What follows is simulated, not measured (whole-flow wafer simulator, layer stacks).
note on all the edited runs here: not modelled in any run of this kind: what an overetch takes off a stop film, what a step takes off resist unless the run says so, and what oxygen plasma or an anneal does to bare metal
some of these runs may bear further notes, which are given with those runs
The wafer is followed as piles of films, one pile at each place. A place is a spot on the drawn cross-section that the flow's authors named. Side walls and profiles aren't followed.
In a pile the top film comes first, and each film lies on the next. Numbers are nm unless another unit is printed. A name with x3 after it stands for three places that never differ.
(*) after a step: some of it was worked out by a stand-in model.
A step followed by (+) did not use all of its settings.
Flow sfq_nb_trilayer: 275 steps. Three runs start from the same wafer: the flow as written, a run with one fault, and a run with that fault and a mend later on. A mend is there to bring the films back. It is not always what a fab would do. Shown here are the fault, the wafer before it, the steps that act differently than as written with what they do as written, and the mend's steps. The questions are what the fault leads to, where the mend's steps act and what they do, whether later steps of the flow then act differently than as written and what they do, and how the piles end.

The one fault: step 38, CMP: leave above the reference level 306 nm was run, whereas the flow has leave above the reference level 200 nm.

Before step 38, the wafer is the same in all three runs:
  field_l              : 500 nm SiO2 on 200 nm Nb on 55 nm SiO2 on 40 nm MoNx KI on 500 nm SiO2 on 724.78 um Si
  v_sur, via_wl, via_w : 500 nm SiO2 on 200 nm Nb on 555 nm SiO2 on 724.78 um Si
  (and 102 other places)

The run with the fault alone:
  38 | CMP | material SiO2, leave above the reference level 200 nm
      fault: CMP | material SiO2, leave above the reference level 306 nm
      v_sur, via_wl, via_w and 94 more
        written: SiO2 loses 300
        fault: SiO2 loses 194
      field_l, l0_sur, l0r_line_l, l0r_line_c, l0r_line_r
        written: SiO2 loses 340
        fault: SiO2 loses 234
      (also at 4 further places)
  Steps later in the flow that act otherwise than as written (4 more steps, not shown, differ only slightly: by at most 2% or 0.5 nm, whichever is larger):
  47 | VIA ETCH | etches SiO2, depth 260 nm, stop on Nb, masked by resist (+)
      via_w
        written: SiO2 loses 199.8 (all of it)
        fault: SiO2 loses 260
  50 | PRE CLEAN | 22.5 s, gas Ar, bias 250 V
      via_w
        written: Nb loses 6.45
        fault: SiO2 loses 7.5
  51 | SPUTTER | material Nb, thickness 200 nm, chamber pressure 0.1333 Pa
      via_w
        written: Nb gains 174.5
        fault: Nb gains 163.1 (new film)
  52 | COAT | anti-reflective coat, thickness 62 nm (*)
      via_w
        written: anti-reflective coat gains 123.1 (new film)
        fault: anti-reflective coat gains 136.1 (new film)
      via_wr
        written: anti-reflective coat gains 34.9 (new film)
        fault: anti-reflective coat gains 33.2 (new film)
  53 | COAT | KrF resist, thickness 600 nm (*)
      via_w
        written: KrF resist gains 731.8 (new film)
        fault: KrF resist gains 781.6 (new film)
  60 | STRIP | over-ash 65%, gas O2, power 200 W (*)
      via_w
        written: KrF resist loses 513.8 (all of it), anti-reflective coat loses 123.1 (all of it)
        fault: KrF resist loses 563.6 (all of it), anti-reflective coat loses 136.1 (all of it)
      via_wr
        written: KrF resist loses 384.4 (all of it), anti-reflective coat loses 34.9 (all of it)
        fault: KrF resist loses 378.6 (all of it), anti-reflective coat loses 33.2 (all of it)
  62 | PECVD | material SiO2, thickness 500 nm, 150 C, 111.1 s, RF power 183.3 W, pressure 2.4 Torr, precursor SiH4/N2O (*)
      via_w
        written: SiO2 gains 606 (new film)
        fault: SiO2 gains 678.7 (new film)
  At field_l, v_sur, via_wl and 103 more, the piles at the end differ from the flow's by more than 2% or 0.5 nm, whichever is larger.
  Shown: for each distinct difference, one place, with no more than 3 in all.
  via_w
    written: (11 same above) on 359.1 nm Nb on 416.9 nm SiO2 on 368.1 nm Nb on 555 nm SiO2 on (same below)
    fault: (11 same above) on 359.1 nm Nb on 489.6 nm SiO2 on 163.1 nm Nb on 38.3 nm SiO2 on 200 nm Nb on 555 nm SiO2 on (same below)
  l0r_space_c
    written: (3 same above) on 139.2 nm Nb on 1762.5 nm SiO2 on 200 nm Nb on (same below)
    fault: (3 same above) on 139.2 nm Nb on 1868.5 nm SiO2 on 200 nm Nb on (same below)
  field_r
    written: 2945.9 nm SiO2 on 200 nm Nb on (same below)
    fault: 3051.9 nm SiO2 on 200 nm Nb on (same below)

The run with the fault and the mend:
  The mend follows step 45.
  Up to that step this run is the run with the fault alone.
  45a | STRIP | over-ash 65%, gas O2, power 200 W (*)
      field_l, v_sur, via_wl and 102 more
        KrF resist loses 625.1 (all of it), anti-reflective coat loses 62 (all of it)
      via_w
        anti-reflective coat loses 62 (all of it)
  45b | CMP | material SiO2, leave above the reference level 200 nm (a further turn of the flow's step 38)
      field_l, v_sur, via_wl and 103 more
        SiO2 loses 106
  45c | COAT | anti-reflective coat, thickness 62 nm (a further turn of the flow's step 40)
      field_l, v_sur, via_wl and 103 more
        anti-reflective coat gains 62 (new film)
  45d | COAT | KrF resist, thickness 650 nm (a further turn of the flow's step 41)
      field_l, v_sur, via_wl and 103 more
        KrF resist gains 650 (new film)
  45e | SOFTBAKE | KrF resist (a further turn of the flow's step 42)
      does not change any film at any place that is followed
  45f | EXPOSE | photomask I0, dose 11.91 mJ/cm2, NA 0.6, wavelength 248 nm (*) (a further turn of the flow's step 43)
      does not change any film at any place that is followed
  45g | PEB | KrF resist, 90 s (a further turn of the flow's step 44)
      field_l, v_sur, via_wl and 103 more
        KrF resist loses 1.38
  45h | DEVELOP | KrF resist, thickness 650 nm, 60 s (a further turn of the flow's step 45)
      field_l, v_sur, via_wl and 102 more
        KrF resist loses 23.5
      via_w
        KrF resist loses 648.6 (all of it)
  Every later step of the flow that is run acts as written at every place that is followed.
  At every place that both follow, the piles at the end match the flow's.
